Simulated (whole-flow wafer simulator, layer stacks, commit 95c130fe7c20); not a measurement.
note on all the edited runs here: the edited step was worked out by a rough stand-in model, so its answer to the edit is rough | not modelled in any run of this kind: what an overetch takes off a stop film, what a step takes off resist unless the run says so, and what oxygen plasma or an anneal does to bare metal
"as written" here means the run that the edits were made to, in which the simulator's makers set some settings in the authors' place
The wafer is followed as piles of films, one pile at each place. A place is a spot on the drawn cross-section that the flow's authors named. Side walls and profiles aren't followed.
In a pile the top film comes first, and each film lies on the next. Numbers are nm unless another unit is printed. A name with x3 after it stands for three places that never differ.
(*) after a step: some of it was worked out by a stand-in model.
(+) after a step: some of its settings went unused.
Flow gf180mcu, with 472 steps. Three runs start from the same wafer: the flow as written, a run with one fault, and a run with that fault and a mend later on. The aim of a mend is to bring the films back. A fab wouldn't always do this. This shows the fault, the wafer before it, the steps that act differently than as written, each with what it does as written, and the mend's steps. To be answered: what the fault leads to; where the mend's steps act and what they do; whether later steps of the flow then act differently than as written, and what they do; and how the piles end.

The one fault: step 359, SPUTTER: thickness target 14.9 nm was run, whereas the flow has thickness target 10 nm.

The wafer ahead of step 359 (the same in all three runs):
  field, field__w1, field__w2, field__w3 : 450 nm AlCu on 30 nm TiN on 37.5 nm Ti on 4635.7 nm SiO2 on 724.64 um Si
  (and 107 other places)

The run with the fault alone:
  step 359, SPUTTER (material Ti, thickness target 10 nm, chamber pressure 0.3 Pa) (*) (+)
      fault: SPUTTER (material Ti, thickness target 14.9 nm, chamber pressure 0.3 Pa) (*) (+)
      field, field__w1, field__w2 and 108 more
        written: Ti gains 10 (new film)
        fault: Ti gains 14.9 (new film)
  Steps further on in the flow that do not act as written (5 other steps are not shown; they differ only slightly, by no more than 2% or 0.5 nm, whichever is larger):
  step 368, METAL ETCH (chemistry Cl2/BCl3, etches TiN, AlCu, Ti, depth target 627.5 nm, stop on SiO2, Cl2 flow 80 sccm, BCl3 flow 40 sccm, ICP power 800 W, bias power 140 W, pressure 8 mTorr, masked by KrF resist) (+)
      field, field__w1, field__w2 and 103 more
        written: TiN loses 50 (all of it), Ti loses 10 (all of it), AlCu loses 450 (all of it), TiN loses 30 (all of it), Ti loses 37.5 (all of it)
        fault: TiN loses 50 (all of it), Ti loses 14.9 (all of it), AlCu loses 450 (all of it), TiN loses 30 (all of it), Ti loses 37.5 (all of it)
  The piles end different from the flow's at field__w8, contact, m1, m1__w1, m1_nw by more than 2% or 0.5 nm, whichever is larger.
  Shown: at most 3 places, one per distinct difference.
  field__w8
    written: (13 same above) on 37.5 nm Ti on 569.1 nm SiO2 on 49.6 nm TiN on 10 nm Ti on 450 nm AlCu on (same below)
    fault: (13 same above) on 37.5 nm Ti on 564.2 nm SiO2 on 49.6 nm TiN on 14.9 nm Ti on 450 nm AlCu on (same below)
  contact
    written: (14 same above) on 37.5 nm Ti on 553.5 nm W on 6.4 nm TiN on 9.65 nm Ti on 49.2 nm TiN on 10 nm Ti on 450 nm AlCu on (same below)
    fault: (14 same above) on 37.5 nm Ti on 548.6 nm W on 6.42 nm TiN on 9.68 nm Ti on 49.2 nm TiN on 14.9 nm Ti on 450 nm AlCu on (same below)

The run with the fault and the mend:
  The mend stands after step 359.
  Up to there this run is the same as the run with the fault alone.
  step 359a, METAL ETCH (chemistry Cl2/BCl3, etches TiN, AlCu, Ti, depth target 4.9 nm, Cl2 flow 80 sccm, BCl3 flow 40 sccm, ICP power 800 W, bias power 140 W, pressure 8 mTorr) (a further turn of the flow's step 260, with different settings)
      field, field__w1, field__w2 and 108 more
        Ti loses 4.9
  None of the later steps of the flow acts differently than as written at any place that is followed.
  The piles end the same as the flow's at every place that both follow.
